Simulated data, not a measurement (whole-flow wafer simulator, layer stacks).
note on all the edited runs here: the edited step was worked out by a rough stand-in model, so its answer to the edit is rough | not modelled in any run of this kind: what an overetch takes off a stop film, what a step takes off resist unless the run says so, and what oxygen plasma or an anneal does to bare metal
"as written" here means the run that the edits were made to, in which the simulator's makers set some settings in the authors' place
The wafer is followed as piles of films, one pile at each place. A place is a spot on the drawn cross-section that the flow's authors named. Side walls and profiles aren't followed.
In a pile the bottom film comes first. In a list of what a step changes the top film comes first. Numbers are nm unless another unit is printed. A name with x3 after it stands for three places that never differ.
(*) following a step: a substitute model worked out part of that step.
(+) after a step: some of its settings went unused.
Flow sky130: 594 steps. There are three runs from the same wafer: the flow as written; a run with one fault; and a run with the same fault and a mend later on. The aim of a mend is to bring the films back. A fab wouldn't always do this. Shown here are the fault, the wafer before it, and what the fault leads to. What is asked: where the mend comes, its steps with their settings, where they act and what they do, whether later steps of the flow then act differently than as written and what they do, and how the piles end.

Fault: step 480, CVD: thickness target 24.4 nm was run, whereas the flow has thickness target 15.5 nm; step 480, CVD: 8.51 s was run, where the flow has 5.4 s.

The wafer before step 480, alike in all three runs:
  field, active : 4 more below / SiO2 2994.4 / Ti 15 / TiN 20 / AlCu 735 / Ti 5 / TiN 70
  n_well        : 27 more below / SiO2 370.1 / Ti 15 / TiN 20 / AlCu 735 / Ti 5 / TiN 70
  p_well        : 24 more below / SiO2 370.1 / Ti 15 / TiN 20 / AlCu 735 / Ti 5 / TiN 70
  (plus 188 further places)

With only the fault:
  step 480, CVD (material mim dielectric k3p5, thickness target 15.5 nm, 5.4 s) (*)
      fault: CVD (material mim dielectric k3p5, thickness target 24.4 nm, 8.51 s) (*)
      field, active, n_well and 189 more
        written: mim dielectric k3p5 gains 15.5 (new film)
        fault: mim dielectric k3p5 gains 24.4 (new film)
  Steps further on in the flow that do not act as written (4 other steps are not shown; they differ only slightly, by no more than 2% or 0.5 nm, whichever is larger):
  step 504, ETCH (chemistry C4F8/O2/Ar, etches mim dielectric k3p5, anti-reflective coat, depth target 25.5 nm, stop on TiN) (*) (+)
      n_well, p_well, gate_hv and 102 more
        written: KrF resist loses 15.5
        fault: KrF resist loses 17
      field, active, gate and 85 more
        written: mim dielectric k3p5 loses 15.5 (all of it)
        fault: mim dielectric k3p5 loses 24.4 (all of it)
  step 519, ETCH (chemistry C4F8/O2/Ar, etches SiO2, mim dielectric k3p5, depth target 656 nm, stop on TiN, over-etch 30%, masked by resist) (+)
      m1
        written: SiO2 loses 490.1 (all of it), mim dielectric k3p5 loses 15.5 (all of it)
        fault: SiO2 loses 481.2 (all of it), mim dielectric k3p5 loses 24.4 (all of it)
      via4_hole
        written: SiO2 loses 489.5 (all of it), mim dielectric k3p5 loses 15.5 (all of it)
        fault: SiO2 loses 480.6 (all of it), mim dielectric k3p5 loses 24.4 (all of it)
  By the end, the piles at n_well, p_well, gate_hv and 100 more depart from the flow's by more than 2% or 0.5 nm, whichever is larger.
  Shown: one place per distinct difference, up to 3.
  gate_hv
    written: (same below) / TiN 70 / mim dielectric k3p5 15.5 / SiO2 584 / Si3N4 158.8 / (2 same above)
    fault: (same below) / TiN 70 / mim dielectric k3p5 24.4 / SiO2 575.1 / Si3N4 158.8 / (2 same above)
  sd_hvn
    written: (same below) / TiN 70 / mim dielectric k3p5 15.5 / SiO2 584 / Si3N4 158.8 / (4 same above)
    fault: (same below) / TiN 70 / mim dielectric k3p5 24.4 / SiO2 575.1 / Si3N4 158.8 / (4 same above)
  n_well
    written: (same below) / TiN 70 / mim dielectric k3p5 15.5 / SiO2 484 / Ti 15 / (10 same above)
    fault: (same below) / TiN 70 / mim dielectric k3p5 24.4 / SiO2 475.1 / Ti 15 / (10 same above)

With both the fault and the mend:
  The mend stands after step 480.
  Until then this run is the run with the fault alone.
  step 480a, ETCH (chemistry C4F8/O2/Ar, etches mim dielectric k3p5, anti-reflective coat, depth target 8.9 nm) (*) (a further turn of the flow's step 450, with different settings)
      field, active, n_well and 189 more
        mim dielectric k3p5 loses 8.9
  Every later step of the flow that is run acts as written at every place that is followed.
  The piles end the same as the flow's at every place that both follow.
